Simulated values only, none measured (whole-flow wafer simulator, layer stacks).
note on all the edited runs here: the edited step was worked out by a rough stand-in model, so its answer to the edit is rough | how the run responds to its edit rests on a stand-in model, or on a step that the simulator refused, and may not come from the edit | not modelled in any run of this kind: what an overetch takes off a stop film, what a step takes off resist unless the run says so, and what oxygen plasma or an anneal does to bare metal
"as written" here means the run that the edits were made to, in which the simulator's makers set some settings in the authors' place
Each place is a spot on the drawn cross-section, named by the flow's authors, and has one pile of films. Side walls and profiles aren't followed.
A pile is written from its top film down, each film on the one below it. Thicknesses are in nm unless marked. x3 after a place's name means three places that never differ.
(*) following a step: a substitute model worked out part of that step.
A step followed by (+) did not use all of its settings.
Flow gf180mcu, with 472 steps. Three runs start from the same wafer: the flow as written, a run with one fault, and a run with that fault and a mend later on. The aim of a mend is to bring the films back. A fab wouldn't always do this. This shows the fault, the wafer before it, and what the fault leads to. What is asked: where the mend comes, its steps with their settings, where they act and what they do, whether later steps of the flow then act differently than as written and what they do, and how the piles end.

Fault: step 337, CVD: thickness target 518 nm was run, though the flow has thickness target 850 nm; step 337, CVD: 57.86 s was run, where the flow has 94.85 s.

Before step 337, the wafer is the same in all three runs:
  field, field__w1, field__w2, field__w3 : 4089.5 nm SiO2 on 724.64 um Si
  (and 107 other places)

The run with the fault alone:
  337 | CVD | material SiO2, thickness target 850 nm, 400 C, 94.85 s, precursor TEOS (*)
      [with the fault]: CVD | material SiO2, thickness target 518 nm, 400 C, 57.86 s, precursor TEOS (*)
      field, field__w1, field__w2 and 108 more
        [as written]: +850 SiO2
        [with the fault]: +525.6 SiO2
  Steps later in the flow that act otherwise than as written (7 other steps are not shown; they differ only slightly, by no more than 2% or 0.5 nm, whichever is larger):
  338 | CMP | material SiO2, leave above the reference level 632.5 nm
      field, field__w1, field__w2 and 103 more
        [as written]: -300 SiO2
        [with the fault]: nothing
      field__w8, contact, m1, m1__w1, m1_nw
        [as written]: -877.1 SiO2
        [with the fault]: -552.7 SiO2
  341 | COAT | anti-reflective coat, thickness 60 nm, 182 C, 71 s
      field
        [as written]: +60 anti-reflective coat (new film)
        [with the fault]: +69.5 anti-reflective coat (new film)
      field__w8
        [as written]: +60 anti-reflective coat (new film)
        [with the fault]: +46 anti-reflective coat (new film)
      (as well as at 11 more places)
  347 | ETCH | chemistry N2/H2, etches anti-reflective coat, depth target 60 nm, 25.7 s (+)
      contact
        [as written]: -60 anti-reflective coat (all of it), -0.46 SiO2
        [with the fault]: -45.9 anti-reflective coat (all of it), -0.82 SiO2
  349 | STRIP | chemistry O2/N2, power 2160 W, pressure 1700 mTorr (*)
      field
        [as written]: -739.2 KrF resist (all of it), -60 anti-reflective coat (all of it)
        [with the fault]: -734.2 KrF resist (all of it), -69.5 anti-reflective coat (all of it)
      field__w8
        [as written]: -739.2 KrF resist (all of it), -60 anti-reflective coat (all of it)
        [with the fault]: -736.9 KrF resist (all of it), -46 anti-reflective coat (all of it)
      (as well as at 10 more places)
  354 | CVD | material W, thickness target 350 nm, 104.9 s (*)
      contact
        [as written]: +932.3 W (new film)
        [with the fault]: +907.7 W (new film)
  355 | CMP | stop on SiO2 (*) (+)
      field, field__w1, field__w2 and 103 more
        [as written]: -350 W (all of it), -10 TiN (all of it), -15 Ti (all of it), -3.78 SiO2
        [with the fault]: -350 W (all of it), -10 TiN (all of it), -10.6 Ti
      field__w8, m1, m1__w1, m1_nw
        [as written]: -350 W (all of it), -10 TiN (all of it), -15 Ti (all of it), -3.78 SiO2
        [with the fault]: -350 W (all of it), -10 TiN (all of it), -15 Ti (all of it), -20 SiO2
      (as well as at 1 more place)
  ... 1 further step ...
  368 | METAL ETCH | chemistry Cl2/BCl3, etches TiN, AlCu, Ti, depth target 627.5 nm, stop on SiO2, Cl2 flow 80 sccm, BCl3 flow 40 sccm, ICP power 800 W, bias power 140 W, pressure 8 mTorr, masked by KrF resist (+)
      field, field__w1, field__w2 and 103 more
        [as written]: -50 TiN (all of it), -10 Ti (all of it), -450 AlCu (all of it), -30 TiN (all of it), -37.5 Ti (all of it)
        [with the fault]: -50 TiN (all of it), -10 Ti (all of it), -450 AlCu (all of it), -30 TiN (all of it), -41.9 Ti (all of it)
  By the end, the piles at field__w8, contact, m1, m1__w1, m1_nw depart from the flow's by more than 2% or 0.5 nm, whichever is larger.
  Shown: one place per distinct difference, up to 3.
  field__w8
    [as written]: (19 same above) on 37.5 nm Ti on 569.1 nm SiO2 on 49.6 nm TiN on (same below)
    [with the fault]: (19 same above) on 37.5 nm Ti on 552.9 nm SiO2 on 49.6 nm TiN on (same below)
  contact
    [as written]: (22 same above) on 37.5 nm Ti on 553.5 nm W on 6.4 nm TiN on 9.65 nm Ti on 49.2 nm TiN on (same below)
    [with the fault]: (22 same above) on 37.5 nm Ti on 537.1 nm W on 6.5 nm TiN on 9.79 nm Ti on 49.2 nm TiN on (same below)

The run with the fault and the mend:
  The mend stands after step 337.
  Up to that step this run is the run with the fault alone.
  337a | CVD | material SiO2, thickness target 332 nm, 400 C, 37.05 s, precursor TEOS (*) (a further turn of the flow's step 337, with different settings)
      field, field__w1, field__w2 and 108 more
        +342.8 SiO2
  Steps later in the flow that act otherwise than as written:
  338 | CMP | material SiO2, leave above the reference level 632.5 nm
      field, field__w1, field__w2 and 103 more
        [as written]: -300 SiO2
        [with the mend]: -318.4 SiO2
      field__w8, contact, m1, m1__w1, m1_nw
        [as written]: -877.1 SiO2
        [with the mend]: -895.5 SiO2
  At every place that both follow, the piles at the end match the flow's.
